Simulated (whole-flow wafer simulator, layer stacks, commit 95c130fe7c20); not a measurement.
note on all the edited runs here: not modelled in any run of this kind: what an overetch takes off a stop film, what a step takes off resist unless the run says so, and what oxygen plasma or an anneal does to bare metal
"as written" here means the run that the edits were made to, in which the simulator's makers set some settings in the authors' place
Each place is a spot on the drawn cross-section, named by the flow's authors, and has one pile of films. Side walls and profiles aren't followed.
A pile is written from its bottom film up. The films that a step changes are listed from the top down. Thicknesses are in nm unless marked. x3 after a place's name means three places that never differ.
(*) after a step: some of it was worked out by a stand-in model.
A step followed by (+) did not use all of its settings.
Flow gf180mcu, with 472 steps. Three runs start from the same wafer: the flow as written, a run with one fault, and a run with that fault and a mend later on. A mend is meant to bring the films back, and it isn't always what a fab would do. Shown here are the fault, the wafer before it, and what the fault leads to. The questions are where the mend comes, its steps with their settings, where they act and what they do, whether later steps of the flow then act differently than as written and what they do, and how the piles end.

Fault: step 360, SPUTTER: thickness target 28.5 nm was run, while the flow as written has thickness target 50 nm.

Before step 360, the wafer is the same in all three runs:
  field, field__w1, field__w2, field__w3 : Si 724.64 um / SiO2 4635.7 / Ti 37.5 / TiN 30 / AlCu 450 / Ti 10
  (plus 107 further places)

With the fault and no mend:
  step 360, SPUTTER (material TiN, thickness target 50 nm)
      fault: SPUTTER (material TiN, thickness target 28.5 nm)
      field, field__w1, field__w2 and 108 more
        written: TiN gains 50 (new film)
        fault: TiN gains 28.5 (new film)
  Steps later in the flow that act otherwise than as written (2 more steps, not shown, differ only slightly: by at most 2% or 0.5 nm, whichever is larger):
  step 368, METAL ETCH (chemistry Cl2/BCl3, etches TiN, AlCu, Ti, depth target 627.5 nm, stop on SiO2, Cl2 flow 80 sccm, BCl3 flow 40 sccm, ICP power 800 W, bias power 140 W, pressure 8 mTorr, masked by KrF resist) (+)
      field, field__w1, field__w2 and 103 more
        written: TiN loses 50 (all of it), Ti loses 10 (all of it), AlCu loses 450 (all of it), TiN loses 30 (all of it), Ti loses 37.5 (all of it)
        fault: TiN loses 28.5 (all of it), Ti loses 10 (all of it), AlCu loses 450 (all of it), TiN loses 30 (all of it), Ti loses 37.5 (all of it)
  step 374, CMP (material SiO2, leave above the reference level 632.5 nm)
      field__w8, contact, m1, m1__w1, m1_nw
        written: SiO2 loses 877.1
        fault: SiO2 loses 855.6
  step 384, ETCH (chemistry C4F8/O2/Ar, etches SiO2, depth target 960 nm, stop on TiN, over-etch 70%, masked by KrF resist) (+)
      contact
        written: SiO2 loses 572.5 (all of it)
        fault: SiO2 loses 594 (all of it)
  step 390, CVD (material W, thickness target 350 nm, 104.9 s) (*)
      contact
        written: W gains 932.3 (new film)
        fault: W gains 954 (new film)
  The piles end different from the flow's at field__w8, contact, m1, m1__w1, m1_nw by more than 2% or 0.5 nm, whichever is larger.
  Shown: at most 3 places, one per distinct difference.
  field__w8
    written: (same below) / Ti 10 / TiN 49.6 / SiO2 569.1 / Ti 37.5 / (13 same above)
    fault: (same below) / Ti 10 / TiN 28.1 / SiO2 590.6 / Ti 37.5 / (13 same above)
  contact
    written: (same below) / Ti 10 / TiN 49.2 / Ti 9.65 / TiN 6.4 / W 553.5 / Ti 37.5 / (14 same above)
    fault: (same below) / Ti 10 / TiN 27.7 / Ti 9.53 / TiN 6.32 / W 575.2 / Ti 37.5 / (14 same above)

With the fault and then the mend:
  The mend follows step 360.
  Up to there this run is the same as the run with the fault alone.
  step 360a, SPUTTER (material TiN, thickness target 21.5 nm) (the flow's step 360, run once more with other settings)
      field, field__w1, field__w2 and 108 more
        TiN gains 21.5
  None of the later steps of the flow acts differently than as written at any place that is followed.
  By the end, the piles equal the flow's at every place that both follow.
